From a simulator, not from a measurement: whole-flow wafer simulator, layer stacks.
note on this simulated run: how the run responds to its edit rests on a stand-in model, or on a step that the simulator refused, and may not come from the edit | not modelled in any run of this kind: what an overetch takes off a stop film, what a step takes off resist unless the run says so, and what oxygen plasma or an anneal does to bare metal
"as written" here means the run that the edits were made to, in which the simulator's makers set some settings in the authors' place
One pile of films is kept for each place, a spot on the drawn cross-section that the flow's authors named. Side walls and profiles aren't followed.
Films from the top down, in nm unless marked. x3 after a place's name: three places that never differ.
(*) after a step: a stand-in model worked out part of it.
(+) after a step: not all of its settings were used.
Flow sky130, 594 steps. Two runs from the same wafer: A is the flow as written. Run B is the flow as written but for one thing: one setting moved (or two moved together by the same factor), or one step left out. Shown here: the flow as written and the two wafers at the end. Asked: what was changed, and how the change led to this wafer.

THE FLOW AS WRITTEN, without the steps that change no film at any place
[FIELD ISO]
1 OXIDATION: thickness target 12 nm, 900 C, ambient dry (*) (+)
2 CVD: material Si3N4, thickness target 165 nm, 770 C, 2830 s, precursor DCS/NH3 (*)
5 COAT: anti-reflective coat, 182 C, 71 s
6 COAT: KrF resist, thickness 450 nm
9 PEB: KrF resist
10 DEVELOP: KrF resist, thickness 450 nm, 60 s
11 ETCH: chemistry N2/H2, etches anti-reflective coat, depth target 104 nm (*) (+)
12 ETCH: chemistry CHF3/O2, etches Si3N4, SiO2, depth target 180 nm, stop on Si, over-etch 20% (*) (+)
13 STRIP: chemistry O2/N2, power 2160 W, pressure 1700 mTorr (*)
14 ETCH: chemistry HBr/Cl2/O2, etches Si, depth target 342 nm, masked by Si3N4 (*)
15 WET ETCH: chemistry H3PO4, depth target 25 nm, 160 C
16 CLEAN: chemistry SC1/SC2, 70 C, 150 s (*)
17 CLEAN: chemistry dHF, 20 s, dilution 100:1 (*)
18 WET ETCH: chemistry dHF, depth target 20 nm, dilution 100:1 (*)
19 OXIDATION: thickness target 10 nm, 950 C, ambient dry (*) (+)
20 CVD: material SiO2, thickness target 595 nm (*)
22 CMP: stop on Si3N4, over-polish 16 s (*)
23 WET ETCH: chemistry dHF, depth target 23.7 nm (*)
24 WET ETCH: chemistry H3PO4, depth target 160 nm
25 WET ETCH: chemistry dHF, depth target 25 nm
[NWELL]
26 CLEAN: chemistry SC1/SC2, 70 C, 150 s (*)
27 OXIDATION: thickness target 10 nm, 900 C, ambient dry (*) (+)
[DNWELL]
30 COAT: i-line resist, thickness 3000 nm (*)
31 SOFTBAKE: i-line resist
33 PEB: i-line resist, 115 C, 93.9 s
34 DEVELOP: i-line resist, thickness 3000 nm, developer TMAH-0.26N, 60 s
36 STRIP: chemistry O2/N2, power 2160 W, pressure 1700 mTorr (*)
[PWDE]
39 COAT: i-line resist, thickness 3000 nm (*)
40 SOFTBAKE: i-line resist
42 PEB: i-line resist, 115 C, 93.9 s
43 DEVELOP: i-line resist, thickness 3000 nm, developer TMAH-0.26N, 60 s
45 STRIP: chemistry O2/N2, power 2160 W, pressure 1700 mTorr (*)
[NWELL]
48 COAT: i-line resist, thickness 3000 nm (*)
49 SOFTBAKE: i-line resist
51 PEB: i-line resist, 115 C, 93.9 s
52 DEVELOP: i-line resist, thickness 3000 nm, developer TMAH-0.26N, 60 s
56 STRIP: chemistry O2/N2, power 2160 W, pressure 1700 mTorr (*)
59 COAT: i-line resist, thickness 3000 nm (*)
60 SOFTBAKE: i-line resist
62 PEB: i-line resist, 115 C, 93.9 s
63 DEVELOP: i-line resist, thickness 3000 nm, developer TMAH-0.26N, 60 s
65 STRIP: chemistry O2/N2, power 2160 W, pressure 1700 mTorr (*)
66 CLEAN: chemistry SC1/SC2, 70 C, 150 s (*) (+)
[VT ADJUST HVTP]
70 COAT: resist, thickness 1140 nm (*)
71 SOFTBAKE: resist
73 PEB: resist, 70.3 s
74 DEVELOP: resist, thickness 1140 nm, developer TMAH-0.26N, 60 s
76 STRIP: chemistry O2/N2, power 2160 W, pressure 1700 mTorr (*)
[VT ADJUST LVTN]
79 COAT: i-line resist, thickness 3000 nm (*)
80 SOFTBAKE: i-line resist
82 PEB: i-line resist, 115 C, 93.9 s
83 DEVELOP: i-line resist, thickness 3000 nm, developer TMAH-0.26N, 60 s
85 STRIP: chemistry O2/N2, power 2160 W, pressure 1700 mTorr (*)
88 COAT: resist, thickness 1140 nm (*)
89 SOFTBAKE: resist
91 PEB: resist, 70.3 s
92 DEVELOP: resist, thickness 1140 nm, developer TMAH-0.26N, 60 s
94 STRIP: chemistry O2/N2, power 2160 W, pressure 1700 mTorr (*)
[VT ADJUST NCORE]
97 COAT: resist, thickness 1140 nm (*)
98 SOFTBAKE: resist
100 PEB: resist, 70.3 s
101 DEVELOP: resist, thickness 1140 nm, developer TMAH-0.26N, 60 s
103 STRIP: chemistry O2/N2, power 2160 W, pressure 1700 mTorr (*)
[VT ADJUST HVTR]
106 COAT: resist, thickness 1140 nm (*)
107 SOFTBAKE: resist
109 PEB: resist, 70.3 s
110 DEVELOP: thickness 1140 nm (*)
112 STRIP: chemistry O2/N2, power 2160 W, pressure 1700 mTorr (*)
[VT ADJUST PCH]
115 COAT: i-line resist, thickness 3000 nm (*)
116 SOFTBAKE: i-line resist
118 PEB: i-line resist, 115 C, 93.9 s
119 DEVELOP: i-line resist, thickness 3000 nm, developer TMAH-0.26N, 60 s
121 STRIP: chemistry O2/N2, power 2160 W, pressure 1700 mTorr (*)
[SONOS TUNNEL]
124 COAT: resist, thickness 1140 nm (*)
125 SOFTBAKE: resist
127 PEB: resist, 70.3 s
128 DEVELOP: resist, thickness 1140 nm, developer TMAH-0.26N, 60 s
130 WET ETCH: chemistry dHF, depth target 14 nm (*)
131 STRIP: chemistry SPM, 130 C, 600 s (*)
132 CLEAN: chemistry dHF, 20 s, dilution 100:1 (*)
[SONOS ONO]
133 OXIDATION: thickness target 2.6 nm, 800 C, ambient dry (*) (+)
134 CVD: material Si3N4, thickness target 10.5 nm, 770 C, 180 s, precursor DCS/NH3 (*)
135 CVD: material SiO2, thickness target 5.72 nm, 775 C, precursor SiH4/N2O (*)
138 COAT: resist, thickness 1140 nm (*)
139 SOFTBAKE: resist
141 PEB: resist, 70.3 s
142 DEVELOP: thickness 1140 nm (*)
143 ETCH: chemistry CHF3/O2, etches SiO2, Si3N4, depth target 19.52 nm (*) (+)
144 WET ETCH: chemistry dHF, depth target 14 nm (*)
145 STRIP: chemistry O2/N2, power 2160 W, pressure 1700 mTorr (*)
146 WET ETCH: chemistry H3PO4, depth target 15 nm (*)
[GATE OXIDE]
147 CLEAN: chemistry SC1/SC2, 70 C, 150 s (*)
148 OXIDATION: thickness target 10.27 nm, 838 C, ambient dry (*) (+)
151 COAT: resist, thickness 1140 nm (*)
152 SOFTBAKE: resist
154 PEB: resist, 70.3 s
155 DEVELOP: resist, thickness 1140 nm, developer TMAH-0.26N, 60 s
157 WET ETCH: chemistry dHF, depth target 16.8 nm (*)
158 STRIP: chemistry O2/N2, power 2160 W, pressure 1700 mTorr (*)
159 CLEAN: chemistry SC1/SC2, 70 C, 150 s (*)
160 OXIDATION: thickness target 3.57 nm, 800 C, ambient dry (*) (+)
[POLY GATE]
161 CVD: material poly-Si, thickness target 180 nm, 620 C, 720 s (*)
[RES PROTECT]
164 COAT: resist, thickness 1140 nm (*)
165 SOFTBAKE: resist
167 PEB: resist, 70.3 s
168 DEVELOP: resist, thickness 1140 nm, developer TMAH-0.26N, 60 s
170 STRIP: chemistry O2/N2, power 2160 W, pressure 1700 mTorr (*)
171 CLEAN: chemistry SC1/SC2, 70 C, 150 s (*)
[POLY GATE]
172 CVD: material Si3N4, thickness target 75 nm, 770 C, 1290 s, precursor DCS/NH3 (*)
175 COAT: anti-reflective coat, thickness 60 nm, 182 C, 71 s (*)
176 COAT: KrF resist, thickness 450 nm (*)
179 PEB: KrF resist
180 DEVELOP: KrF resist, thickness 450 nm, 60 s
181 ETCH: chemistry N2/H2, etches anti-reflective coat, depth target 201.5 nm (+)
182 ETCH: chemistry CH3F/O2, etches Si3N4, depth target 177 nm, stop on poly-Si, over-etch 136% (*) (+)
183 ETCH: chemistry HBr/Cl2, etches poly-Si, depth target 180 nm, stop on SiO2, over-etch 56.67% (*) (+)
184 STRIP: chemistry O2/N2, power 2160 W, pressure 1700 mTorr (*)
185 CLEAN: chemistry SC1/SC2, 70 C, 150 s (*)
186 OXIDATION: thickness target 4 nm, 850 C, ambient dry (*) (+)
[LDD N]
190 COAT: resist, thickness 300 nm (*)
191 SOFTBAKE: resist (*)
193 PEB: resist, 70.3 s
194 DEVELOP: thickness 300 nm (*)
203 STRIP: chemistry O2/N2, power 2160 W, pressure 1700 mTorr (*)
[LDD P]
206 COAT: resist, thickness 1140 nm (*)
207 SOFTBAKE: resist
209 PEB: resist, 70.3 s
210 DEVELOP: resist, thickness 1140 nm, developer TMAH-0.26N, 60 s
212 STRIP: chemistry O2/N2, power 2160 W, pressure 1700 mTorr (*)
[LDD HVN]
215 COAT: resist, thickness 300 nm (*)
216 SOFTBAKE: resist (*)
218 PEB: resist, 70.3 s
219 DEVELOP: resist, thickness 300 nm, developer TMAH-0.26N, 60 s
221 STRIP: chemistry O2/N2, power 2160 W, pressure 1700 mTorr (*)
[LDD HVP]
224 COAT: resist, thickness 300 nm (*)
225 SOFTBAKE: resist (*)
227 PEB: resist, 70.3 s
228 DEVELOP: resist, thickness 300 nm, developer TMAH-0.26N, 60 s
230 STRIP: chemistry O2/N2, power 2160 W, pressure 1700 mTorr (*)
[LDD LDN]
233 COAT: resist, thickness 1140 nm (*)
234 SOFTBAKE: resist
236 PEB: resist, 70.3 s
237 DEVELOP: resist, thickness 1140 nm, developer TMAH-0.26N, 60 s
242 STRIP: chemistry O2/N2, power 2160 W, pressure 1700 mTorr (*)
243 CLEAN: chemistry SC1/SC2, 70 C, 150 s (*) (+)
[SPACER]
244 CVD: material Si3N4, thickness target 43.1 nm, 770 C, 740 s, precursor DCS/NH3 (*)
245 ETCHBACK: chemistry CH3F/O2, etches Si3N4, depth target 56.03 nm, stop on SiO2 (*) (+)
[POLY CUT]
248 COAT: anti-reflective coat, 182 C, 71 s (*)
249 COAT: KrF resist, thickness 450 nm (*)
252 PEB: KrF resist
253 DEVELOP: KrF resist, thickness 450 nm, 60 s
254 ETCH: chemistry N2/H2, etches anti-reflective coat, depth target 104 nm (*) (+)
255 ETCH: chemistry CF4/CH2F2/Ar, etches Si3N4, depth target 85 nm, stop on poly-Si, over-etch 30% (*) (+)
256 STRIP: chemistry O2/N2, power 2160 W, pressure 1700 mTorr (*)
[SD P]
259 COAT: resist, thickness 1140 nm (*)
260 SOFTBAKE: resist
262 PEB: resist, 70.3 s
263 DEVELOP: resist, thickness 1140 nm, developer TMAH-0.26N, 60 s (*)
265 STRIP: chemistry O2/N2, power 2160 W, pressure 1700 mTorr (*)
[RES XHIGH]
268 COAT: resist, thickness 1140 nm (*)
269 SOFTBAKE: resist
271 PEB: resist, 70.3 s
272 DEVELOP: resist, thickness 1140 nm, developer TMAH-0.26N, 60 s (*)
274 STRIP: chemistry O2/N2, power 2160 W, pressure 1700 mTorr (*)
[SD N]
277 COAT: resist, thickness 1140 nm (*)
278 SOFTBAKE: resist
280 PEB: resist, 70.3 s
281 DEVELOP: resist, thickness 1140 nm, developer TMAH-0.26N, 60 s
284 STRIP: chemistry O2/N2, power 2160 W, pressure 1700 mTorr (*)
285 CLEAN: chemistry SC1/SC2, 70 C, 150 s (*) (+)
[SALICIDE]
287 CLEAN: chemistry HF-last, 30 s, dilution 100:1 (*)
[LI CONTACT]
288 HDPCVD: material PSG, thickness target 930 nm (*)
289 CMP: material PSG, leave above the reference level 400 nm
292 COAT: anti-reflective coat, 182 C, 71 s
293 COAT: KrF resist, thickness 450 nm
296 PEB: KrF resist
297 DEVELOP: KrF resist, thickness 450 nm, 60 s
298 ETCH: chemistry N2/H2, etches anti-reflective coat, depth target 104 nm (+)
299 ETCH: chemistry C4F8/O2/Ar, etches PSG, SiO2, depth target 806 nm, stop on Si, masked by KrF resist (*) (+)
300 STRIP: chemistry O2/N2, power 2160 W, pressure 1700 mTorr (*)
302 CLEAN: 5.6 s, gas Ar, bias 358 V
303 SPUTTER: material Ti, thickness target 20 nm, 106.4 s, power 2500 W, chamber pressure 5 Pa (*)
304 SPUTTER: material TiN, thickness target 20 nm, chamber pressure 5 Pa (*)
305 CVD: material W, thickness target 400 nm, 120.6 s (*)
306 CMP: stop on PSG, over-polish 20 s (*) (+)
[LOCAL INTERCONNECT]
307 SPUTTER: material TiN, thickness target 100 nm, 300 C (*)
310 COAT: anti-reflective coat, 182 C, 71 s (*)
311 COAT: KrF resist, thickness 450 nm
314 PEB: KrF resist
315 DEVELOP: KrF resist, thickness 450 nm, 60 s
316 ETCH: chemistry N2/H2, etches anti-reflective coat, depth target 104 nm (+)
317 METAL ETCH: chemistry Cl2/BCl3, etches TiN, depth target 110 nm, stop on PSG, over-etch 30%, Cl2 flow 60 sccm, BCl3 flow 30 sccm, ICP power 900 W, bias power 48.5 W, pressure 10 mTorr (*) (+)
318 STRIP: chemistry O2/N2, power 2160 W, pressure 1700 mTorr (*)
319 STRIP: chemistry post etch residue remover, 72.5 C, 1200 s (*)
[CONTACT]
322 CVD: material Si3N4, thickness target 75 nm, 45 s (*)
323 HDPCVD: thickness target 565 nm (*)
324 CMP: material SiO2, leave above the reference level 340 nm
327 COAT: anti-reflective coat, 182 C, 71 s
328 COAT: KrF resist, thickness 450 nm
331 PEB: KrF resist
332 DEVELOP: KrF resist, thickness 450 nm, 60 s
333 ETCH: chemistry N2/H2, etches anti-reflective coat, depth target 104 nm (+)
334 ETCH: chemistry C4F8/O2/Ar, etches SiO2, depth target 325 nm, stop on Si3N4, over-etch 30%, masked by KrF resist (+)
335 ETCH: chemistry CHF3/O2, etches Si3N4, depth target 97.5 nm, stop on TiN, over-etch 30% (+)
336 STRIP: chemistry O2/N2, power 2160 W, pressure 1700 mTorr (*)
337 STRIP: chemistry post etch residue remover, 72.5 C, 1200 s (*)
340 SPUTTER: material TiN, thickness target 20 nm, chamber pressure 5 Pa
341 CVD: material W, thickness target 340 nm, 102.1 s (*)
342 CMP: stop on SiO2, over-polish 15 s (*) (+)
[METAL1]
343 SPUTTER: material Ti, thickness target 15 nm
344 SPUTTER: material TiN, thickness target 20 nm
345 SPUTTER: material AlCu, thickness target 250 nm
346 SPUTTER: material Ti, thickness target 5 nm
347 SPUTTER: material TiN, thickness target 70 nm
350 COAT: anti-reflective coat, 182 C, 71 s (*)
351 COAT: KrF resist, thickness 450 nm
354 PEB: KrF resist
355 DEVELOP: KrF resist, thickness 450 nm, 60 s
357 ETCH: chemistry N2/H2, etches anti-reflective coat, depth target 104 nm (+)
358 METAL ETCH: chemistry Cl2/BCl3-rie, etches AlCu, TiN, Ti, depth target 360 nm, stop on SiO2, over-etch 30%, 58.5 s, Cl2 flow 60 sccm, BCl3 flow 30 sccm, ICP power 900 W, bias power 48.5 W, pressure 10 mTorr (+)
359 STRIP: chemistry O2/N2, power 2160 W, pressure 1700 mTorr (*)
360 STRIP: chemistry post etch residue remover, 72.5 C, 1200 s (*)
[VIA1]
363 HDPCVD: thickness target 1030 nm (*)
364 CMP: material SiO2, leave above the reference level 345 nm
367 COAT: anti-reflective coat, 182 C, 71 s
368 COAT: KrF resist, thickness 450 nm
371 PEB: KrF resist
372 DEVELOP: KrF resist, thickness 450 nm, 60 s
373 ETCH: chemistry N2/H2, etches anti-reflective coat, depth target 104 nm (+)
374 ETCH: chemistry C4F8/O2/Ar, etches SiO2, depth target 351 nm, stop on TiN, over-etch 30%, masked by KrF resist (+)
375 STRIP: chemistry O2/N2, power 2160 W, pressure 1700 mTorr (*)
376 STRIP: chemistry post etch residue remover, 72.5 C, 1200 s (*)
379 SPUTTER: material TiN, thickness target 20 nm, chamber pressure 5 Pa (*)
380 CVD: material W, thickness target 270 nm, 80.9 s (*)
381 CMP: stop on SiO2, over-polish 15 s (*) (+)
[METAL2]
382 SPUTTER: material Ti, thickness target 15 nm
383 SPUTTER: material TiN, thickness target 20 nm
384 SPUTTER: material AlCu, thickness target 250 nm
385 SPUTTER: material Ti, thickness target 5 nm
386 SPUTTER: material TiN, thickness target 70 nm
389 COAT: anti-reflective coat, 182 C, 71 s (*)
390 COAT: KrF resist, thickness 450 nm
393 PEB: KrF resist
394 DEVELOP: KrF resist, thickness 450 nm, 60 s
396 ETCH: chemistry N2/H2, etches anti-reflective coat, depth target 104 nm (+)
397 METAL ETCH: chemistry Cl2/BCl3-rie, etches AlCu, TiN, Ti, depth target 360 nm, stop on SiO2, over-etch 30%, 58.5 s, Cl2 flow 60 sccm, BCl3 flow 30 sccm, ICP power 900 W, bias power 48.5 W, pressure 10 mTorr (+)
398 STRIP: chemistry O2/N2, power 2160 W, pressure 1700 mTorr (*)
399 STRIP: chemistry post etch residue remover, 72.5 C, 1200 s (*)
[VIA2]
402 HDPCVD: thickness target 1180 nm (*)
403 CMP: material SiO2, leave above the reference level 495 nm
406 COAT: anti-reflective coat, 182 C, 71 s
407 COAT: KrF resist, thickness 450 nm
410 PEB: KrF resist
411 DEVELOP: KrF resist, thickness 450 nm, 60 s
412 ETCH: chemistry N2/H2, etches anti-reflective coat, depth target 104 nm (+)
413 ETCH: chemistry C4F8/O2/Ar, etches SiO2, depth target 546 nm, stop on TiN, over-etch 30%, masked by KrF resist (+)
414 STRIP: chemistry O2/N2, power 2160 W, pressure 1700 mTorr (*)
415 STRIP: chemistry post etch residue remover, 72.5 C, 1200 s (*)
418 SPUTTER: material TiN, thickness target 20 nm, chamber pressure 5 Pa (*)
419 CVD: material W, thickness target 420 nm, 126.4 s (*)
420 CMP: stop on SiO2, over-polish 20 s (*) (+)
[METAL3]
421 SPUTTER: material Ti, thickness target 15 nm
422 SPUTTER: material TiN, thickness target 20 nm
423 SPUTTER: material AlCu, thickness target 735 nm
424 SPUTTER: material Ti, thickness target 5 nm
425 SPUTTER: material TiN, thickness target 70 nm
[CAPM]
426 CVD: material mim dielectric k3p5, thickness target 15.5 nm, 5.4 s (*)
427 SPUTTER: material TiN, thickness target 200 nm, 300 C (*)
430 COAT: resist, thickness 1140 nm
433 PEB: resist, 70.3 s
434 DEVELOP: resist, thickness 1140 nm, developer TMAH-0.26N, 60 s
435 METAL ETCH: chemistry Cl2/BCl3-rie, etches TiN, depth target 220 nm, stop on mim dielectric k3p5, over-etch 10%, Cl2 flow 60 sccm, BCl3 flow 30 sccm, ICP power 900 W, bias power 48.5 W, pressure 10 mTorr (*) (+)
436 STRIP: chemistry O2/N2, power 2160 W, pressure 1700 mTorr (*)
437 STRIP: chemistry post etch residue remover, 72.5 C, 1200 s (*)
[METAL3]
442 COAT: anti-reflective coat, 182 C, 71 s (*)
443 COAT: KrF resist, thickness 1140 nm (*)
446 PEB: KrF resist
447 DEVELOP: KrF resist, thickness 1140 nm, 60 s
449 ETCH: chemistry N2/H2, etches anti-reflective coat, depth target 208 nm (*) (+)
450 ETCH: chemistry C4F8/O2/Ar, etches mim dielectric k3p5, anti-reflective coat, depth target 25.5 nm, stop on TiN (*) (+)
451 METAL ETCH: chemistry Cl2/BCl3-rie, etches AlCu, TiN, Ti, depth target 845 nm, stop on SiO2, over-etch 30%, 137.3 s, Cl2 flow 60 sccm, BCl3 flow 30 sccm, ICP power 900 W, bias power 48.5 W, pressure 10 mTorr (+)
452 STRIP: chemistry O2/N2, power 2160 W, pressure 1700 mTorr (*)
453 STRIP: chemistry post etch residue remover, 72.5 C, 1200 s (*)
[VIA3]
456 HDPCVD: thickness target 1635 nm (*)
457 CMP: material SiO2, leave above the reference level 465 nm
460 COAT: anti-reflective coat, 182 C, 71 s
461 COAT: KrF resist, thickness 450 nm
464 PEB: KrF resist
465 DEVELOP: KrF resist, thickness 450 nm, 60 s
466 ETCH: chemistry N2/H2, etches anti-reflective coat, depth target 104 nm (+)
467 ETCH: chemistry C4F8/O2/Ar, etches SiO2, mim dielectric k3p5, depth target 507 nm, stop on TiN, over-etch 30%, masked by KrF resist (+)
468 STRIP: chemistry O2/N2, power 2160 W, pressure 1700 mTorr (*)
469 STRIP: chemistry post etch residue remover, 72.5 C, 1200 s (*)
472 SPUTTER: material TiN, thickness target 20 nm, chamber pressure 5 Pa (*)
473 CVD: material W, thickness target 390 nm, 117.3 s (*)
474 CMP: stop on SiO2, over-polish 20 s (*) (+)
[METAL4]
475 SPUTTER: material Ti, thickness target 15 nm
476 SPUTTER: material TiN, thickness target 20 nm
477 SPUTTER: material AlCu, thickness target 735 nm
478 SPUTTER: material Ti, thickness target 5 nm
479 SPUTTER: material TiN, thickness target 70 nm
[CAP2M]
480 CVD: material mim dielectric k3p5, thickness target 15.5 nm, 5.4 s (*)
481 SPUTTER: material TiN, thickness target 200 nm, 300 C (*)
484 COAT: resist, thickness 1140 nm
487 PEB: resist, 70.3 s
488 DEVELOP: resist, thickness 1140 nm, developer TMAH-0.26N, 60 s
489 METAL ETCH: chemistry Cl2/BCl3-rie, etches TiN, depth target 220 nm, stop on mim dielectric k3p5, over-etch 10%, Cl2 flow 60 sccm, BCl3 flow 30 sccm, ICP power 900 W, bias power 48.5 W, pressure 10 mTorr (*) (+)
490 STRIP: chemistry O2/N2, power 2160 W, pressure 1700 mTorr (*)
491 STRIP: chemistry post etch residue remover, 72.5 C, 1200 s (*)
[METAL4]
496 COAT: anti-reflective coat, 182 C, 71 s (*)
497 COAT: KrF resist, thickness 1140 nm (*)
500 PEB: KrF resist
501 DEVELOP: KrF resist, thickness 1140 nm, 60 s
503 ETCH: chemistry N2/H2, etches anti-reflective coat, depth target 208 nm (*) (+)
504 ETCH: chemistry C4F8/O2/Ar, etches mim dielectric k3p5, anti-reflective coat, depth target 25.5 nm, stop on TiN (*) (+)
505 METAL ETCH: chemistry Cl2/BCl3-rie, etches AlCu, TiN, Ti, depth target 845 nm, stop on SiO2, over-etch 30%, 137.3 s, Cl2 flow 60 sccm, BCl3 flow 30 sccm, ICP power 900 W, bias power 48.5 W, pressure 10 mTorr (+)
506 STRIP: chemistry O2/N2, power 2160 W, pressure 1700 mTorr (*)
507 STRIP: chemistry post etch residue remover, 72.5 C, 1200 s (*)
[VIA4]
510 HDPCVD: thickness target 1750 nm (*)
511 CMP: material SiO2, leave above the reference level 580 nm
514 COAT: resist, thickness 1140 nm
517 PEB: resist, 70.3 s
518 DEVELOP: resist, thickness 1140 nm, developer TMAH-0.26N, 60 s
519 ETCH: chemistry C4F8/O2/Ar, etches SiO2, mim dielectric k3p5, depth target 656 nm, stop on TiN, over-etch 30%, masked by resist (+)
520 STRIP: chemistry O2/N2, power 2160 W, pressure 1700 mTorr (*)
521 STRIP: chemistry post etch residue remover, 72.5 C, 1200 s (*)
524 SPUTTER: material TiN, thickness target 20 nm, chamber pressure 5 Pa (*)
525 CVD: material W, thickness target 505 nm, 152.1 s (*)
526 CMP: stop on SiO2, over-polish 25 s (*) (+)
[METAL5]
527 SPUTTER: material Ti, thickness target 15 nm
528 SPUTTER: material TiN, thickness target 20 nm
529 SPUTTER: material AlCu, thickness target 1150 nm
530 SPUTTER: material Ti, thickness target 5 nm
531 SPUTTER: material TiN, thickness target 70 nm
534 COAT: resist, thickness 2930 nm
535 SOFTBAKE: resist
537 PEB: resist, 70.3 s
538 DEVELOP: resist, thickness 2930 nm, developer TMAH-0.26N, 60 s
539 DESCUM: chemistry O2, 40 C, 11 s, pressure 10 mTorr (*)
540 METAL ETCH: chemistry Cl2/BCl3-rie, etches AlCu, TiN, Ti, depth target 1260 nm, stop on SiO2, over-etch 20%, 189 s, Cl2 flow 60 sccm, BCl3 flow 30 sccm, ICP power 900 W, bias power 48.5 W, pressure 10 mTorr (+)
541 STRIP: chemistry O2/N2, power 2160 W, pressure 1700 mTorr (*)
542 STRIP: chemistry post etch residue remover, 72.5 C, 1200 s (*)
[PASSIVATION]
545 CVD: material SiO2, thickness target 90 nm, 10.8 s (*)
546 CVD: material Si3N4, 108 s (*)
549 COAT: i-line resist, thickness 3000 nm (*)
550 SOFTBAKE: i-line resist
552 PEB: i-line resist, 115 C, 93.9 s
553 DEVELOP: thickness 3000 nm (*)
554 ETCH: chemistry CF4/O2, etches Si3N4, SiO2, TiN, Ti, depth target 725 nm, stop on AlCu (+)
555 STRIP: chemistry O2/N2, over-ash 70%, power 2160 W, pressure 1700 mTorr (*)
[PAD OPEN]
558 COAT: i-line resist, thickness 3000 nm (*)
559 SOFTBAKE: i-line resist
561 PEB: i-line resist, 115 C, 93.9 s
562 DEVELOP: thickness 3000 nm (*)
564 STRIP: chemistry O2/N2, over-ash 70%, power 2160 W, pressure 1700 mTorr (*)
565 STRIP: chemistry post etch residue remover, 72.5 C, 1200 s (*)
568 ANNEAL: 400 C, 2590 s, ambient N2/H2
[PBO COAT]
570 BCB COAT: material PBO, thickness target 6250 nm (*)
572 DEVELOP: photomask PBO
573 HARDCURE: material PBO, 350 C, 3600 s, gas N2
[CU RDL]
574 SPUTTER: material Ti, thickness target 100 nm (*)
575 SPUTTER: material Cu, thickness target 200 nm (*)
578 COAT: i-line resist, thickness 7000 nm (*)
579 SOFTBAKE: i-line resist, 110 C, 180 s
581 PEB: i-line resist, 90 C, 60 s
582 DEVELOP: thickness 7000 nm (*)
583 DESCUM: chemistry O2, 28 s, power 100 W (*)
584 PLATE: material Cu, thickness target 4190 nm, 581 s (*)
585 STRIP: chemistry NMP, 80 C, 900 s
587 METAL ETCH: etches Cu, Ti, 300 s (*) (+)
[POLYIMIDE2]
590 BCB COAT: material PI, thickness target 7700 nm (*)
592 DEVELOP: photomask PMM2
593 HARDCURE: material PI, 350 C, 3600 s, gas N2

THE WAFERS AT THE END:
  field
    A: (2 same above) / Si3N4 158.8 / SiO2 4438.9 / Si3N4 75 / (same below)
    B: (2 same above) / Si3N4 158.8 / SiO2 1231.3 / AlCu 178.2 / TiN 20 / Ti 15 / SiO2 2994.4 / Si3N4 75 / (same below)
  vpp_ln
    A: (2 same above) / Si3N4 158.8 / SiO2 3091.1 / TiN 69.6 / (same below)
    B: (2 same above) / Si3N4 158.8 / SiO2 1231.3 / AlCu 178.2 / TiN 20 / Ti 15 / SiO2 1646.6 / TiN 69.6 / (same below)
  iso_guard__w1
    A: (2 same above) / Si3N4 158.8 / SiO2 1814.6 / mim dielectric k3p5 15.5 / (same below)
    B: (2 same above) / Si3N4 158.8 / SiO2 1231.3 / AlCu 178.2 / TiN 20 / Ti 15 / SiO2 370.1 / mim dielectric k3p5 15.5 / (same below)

The cause: step 505, METAL ETCH: depth target 481.6 nm was run, where the flow has depth target 845 nm; step 505, METAL ETCH: 78.3 s was run, where the flow has 137.3 s.

How the change led to this, step by step:
  505 METAL ETCH: chemistry Cl2/BCl3-rie, etches AlCu, TiN, Ti, depth target 845 nm, stop on SiO2, over-etch 30%, 137.3 s, Cl2 flow 60 sccm, BCl3 flow 30 sccm, ICP power 900 W, bias power 48.5 W, pressure 10 mTorr (+)
      field, gate, spacer and 68 more: A TiN -70 (all of it), Ti -5 (all of it), AlCu -735 (all of it), TiN -20 (all of it), Ti -15 (all of it), SiO2 -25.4 | B TiN -70 (all of it), Ti -5 (all of it), AlCu -551.1
      active, vpp_iso1, mim_edge_plate and 14 more: A TiN -70 (all of it), Ti -5 (all of it), AlCu -735 (all of it), TiN -20 (all of it), Ti -15 (all of it), SiO2 -25.3 | B TiN -70 (all of it), Ti -5 (all of it), AlCu -551.1
      (and at 105 more places)
  506 STRIP: chemistry O2/N2, power 2160 W, pressure 1700 mTorr (*)
      n_well, p_well, gate_hv and 82 more: A KrF resist -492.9 (all of it), anti-reflective coat -80 (all of it) | B KrF resist -729.1 (all of it), anti-reflective coat -80 (all of it)
      vcap_hvt, varactor_hvt_edge, varactor_hvt_sp: A KrF resist -494.5 (all of it), anti-reflective coat -80.3 (all of it) | B KrF resist -730.7 (all of it), anti-reflective coat -80.3 (all of it)
      (and at 17 more places)
  507 STRIP: chemistry post etch residue remover, 72.5 C, 1200 s (*)
      field, active, gate and 85 more: A nothing | B AlCu -5.72
  510 HDPCVD: thickness target 1750 nm (*)
      field, active, gate and 85 more: A SiO2 +1750 | B SiO2 +1750 (new film)
  511 CMP: material SiO2, leave above the reference level 580 nm
      field, active, gate and 77 more: A SiO2 -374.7 | B SiO2 -613.2
      iso_guard__w1, mim_edge_gap, vpp_l1ln, vpp_m3ln, rpm_encl, via2_enc, rpm_encl_psd, iso_guard_nsd_tip: A SiO2 -374.6 | B SiO2 -613.2
Counting metal films that touch as one body, field has 1 body; the flow as written gives 0 bodies.
Counting metal films that touch as one body, vpp_ln has 3 bodies (between them, from the top down: SiO2 1646.6; SiO2 267.2); the flow as written gives 2 bodies (between them, from the top down: SiO2 267.2).
Counting metal films that touch as one body, iso_guard__w1 has 2 bodies (between them, from the top down: SiO2 370.1 / mim dielectric k3p5 15.5); the flow as written gives 1 body.
